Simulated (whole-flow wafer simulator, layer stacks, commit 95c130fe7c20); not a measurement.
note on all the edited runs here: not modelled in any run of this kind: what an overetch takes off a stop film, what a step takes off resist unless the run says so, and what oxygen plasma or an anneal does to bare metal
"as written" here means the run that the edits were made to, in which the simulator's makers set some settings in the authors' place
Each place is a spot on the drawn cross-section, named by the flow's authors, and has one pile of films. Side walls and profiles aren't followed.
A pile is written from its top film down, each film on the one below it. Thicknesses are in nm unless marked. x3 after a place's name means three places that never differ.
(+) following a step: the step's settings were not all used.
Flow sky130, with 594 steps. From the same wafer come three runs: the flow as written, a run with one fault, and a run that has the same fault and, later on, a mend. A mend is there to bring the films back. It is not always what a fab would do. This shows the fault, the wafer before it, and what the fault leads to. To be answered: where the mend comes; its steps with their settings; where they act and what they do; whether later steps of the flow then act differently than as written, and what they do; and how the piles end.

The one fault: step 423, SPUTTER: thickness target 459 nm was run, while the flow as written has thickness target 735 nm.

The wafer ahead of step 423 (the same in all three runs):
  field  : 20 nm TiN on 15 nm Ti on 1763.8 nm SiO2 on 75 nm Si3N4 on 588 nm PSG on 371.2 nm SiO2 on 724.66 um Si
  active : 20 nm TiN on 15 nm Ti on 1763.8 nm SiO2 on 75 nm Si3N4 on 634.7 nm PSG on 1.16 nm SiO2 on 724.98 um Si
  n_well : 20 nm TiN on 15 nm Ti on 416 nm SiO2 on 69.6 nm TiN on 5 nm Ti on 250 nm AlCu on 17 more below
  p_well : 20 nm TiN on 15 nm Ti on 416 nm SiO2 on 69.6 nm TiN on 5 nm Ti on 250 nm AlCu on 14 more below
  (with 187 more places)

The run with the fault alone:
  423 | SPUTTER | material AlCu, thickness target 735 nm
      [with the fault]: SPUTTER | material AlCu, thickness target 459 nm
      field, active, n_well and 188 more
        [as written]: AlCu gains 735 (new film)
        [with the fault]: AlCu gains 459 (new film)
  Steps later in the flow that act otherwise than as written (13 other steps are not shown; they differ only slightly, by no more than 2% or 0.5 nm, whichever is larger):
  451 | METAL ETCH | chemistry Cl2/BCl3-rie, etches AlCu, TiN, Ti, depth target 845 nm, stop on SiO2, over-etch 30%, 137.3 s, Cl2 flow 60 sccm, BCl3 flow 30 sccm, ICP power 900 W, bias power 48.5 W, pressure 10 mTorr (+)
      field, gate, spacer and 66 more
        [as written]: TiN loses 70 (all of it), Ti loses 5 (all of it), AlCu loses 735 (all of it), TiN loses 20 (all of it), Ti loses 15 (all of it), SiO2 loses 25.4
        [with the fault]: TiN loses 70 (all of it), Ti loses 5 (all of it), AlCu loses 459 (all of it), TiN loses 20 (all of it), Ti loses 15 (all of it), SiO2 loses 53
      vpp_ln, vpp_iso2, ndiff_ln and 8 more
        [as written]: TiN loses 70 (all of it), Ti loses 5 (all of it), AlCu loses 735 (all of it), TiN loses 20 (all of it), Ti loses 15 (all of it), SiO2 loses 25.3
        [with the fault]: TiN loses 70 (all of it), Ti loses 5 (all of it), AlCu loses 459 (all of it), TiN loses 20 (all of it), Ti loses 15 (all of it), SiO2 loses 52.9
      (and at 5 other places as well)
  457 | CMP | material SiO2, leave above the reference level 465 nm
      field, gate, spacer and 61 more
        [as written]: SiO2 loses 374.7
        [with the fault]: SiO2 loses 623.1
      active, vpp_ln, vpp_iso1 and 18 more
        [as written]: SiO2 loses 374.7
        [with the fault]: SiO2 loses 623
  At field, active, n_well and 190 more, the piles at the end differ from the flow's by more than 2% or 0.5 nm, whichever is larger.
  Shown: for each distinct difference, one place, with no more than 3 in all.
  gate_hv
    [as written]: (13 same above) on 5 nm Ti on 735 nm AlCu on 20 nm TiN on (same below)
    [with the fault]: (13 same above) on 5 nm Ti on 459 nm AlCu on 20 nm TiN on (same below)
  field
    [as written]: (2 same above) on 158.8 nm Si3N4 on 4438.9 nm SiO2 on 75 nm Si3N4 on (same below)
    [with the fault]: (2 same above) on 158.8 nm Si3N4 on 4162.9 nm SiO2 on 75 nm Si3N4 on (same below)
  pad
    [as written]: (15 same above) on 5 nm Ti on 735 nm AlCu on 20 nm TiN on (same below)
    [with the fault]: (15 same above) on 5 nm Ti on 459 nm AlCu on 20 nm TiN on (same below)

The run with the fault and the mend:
  The mend follows step 423.
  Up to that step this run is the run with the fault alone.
  423a | SPUTTER | material AlCu, thickness target 276 nm (a further turn of the flow's step 423, with different settings)
      field, active, n_well and 188 more
        AlCu gains 276
  Every later step of the flow that is run acts as written at every place that is followed.
  By the end, the piles equal the flow's at every place that both follow.
